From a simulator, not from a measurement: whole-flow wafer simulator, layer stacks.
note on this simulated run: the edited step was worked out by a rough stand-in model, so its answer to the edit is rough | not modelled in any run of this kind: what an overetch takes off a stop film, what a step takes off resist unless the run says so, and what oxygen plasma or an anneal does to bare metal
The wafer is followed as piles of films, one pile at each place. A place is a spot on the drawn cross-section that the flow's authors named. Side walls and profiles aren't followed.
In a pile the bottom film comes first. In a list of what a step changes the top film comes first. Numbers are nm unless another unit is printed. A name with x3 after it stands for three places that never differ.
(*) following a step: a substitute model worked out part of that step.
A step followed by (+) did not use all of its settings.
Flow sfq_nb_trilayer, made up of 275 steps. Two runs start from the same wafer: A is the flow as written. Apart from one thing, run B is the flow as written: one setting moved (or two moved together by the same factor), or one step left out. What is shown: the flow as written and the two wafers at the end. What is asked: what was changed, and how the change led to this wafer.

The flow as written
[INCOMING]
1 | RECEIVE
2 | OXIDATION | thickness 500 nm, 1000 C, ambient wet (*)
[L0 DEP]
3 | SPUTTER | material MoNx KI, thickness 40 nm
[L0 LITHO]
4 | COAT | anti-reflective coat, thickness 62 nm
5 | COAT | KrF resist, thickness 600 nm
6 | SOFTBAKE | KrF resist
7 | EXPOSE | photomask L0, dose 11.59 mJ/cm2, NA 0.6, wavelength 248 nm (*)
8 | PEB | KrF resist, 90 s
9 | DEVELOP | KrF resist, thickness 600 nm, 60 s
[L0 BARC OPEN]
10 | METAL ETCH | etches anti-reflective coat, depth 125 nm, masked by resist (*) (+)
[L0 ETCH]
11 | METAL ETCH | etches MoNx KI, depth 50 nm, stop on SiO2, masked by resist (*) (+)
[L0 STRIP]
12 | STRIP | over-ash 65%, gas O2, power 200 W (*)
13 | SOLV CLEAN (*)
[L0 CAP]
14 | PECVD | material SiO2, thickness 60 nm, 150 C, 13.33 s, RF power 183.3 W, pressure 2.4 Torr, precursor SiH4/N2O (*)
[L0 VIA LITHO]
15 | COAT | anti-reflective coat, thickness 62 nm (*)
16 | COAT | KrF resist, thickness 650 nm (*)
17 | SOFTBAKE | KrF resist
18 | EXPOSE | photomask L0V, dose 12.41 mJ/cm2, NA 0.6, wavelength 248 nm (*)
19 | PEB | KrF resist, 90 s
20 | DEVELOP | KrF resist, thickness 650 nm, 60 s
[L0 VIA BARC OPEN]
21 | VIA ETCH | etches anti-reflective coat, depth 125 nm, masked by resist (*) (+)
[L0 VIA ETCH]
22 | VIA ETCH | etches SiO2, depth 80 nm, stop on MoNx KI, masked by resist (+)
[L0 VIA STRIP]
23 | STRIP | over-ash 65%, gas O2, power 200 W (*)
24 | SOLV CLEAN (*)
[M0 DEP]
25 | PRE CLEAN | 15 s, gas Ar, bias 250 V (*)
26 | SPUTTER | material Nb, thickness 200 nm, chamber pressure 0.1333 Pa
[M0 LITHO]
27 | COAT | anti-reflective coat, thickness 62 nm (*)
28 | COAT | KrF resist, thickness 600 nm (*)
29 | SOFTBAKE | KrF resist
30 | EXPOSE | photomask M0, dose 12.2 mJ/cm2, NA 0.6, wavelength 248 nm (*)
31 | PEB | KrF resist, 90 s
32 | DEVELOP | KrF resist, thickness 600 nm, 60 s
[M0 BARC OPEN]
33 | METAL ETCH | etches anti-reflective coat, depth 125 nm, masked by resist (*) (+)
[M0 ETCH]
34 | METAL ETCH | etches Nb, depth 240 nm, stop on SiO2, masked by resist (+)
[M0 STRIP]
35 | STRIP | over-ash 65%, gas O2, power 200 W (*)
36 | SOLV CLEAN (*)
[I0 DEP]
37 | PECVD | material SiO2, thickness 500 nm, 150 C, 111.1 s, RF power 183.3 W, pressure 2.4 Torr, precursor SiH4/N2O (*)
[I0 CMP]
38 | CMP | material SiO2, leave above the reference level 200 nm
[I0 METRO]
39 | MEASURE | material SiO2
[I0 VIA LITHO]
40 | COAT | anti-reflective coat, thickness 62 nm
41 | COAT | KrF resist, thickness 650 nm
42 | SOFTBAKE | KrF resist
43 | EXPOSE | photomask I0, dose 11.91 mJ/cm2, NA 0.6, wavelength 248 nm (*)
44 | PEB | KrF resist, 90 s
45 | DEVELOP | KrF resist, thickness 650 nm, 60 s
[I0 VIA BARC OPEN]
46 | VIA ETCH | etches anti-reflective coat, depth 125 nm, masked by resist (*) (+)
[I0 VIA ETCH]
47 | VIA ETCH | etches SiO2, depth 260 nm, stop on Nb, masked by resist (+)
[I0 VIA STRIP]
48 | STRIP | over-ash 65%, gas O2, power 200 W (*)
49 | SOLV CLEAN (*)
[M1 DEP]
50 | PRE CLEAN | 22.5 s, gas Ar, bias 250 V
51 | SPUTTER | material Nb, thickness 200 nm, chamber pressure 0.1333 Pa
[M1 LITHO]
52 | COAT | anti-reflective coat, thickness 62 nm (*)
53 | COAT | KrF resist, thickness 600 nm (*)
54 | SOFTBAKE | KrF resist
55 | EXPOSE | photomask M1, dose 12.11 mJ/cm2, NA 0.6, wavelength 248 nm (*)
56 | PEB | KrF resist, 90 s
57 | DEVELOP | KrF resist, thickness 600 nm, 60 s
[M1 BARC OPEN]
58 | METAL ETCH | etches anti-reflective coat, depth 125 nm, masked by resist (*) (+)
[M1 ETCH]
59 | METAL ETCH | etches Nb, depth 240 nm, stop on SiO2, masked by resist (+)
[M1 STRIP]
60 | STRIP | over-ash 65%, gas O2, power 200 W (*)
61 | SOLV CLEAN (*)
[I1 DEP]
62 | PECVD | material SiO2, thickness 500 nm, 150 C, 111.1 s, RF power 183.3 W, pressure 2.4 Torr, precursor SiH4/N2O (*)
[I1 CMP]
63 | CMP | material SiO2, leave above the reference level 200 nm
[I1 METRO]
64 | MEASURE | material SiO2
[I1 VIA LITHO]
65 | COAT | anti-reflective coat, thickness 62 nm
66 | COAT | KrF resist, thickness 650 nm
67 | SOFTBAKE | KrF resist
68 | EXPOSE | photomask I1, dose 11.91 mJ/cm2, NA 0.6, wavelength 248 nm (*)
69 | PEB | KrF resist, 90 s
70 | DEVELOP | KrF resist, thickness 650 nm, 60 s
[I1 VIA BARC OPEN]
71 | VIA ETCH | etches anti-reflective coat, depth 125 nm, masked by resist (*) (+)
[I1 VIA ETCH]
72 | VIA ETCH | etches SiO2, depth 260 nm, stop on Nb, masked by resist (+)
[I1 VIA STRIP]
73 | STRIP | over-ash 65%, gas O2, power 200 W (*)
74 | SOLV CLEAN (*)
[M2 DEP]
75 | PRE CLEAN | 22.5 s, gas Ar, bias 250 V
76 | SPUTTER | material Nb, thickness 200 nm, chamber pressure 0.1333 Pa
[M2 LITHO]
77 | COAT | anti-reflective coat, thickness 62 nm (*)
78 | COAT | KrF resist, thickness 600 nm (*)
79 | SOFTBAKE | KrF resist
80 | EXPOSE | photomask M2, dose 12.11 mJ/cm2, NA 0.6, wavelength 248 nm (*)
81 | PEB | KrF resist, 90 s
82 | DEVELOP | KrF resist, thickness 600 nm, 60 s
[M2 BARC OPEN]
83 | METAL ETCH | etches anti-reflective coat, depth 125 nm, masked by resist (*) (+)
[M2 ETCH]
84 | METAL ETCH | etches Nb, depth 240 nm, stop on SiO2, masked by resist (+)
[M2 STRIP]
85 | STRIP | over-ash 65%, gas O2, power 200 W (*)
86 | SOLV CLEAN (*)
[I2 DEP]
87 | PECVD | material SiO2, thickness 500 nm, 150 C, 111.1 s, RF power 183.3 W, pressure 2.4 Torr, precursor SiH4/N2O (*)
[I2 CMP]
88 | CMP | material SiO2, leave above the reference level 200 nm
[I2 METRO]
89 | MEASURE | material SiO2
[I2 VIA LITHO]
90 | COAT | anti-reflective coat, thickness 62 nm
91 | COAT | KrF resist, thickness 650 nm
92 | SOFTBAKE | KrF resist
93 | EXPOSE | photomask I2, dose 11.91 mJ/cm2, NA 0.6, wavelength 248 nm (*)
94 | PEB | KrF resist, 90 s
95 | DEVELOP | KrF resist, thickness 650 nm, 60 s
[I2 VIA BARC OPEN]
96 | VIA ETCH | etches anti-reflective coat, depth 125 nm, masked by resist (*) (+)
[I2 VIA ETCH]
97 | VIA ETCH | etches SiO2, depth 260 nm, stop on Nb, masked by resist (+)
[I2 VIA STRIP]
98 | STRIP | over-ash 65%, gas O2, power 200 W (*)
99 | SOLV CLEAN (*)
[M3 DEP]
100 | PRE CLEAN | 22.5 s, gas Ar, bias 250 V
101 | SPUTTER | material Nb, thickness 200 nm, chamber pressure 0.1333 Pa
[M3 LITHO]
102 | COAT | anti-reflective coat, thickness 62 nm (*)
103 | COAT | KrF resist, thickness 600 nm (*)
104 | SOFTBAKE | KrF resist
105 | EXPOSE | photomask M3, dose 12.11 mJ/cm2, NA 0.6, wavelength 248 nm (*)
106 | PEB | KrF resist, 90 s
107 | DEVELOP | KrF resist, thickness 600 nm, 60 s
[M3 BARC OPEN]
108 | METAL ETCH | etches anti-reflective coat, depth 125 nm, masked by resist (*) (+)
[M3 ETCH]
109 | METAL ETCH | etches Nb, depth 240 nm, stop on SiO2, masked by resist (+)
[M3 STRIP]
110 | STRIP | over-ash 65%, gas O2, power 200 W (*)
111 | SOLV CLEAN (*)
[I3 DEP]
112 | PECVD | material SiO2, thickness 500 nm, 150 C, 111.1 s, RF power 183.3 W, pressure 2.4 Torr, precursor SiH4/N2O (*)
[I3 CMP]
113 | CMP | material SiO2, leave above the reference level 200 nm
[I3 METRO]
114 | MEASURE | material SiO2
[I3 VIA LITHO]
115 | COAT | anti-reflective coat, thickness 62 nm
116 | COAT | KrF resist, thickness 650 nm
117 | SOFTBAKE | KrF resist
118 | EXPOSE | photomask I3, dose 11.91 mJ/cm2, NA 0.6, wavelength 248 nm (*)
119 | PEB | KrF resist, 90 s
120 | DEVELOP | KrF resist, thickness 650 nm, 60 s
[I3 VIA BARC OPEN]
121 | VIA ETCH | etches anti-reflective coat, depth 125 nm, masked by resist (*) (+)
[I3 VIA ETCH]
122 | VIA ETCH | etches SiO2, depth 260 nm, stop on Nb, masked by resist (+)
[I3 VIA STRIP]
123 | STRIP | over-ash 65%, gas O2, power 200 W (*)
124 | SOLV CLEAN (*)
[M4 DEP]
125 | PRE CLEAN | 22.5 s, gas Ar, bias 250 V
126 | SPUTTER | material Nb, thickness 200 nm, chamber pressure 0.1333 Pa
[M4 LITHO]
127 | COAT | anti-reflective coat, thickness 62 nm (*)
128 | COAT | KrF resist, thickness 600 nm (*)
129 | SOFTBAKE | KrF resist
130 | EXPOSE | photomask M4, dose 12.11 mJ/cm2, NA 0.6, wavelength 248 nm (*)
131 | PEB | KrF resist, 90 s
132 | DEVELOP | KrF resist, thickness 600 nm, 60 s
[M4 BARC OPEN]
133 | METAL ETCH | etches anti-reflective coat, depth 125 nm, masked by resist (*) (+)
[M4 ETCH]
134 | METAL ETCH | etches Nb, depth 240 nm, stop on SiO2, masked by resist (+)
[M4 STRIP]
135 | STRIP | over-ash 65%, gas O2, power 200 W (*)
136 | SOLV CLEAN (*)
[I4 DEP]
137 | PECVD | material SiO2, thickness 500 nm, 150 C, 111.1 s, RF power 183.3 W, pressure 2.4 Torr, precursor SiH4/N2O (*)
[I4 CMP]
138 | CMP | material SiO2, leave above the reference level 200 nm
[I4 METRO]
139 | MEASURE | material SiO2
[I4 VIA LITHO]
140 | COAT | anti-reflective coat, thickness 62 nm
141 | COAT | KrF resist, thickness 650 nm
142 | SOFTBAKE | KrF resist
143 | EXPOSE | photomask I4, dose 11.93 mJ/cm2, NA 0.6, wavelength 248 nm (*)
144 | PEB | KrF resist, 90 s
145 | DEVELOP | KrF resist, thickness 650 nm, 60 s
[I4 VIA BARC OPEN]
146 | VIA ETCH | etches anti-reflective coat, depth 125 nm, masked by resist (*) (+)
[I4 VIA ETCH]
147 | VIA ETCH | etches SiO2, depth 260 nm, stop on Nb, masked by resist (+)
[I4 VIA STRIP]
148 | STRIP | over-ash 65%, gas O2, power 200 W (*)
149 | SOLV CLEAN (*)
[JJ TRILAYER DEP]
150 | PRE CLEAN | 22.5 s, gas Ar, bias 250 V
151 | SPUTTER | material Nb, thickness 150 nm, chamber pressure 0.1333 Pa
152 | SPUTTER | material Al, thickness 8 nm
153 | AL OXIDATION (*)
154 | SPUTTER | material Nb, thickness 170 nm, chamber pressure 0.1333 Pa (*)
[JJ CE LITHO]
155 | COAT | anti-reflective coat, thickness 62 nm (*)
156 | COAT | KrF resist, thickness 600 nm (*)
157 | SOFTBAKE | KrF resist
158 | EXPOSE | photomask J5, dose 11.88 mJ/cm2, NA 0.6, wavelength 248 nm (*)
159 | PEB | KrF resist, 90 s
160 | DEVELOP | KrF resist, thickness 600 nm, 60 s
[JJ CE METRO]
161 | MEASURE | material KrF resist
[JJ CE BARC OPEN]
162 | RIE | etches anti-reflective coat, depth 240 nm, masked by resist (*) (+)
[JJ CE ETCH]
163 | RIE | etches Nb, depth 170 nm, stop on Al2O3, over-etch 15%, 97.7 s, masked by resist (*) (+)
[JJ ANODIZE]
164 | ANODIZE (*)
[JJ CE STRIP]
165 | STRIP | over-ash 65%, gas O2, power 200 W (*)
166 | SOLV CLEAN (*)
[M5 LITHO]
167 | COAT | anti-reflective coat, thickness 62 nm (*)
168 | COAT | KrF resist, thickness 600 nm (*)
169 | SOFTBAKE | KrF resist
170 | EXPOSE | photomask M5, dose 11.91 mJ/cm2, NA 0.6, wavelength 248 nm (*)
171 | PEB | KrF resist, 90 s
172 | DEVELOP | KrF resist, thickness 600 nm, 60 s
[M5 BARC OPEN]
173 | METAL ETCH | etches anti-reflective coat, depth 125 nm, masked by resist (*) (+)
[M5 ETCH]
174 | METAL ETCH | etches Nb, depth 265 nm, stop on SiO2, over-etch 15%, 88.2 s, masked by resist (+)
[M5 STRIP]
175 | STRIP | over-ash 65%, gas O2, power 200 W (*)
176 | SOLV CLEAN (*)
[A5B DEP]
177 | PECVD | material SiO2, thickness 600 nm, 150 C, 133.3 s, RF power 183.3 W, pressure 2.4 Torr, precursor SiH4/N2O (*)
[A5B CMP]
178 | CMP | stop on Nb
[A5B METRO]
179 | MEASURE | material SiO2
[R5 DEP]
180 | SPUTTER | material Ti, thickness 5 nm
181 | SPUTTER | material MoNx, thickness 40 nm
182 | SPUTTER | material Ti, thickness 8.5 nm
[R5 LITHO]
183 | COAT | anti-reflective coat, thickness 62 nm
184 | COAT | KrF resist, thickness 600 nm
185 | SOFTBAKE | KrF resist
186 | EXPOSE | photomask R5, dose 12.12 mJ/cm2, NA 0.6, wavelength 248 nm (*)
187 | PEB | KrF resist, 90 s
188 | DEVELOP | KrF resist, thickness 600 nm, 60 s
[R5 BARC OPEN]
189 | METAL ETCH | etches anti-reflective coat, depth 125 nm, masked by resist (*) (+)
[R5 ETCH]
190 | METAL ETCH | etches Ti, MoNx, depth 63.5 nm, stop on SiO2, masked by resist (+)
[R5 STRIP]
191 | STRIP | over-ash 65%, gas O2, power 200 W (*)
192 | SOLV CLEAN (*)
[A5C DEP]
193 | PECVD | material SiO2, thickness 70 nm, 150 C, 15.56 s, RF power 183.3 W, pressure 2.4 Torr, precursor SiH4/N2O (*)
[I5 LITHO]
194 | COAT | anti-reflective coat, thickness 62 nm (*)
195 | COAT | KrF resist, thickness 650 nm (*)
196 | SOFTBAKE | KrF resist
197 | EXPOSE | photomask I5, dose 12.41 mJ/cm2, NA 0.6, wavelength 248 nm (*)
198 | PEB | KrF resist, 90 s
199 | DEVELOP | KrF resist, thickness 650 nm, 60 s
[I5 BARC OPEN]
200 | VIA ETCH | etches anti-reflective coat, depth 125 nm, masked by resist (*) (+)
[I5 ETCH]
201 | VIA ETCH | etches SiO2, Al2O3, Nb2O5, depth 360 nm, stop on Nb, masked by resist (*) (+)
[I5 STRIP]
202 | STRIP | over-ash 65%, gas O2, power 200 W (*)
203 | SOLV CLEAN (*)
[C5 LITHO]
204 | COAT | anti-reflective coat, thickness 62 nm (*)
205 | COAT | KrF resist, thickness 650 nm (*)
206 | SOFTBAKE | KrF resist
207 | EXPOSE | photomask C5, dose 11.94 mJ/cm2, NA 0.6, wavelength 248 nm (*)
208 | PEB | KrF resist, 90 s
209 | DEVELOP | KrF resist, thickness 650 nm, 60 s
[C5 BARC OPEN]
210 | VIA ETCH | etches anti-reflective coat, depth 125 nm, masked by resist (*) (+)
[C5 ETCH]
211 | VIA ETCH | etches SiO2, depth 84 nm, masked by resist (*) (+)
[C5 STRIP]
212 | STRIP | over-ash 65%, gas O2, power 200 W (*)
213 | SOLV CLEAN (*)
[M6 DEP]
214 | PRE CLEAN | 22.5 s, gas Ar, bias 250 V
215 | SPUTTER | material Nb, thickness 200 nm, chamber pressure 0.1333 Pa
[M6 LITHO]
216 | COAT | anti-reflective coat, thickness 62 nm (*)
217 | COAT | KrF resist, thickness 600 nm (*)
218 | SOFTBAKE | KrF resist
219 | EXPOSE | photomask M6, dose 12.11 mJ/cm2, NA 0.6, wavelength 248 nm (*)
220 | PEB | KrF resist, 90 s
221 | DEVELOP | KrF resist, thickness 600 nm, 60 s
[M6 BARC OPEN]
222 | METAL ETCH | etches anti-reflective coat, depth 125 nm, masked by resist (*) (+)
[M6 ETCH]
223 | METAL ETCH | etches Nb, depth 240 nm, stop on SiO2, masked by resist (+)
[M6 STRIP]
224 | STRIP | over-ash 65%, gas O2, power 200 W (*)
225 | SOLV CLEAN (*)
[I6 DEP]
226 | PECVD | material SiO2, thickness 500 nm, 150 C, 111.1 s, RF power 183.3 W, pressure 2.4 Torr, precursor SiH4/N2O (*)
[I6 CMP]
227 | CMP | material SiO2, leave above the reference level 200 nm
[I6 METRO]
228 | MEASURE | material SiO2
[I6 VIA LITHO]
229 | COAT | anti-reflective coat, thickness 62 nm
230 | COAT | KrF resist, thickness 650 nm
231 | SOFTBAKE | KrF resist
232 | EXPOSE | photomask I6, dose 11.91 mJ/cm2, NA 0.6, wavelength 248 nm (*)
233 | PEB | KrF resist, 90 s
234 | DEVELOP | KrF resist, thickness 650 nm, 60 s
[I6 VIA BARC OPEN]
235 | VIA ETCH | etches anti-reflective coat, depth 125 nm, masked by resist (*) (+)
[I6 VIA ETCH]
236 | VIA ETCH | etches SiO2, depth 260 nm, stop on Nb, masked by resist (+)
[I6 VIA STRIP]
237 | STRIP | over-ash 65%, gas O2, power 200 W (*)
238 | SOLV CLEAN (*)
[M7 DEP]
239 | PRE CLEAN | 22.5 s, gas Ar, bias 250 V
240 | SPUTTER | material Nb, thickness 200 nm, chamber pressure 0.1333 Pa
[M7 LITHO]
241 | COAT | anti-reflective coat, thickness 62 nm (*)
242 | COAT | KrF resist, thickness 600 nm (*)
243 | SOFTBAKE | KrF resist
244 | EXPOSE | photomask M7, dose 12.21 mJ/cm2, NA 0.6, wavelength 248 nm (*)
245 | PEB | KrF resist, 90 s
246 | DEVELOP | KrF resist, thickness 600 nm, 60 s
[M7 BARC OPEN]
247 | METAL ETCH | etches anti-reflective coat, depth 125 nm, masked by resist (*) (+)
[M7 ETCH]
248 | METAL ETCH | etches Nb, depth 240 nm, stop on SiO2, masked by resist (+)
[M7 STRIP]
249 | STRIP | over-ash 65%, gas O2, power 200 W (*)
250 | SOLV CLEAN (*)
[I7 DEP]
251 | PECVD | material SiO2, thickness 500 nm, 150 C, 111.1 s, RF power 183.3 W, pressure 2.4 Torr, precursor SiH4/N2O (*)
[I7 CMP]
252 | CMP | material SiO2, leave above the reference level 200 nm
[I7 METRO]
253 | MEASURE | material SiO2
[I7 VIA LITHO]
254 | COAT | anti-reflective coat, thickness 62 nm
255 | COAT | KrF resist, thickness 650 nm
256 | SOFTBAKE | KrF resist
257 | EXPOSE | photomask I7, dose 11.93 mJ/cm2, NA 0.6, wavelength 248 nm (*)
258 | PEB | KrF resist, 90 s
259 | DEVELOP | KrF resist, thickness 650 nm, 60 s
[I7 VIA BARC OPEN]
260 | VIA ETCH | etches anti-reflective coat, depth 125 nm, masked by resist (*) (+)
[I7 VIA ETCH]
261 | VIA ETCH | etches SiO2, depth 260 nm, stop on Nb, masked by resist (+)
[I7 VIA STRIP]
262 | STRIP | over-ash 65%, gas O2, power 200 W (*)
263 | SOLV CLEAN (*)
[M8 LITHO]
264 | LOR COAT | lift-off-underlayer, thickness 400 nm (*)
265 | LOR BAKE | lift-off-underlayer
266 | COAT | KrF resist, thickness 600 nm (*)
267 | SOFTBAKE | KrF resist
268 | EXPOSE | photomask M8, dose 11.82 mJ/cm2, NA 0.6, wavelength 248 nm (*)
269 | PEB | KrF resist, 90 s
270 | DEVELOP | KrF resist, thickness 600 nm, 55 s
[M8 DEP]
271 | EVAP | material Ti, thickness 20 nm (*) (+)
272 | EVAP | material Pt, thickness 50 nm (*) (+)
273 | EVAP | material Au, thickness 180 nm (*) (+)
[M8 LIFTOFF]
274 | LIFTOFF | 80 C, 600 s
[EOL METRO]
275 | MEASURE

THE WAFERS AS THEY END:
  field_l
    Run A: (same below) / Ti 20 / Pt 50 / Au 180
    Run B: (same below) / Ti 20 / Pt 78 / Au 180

The reason: step 272, EVAP: thickness 78 nm was run, while the flow as written has thickness 50 nm.
The wafer itself shows it: field_l has Pt 78, and step 272 as written asks for 50 nm.

The path from the change to this, step by step:
  272 | EVAP | material Pt, thickness 50 nm (*) (+)
      field_l, v_sur, via_wl and 103 more: A +50 Pt (new film) | B +78 Pt (new film)
  274 | LIFTOFF | 80 C, 600 s
      p4_fl, p4_fm, p4_w1 and 71 more: A -180 Au (all of it), -50 Pt (all of it), -20 Ti (all of it), -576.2 KrF resist (all of it), -400 lift-off-underlayer (all of it) | B -180 Au (all of it), -78 Pt (all of it), -20 Ti (all of it), -576.2 KrF resist (all of it), -400 lift-off-underlayer (all of it)
      c5j, ce_r: A -180 Au (all of it), -50 Pt (all of it), -20 Ti (all of it), -573.3 KrF resist (all of it), -399.3 lift-off-underlayer (all of it) | B -180 Au (all of it), -78 Pt (all of it), -20 Ti (all of it), -573.3 KrF resist (all of it), -399.3 lift-off-underlayer (all of it)
      (and at 19 other places as well)
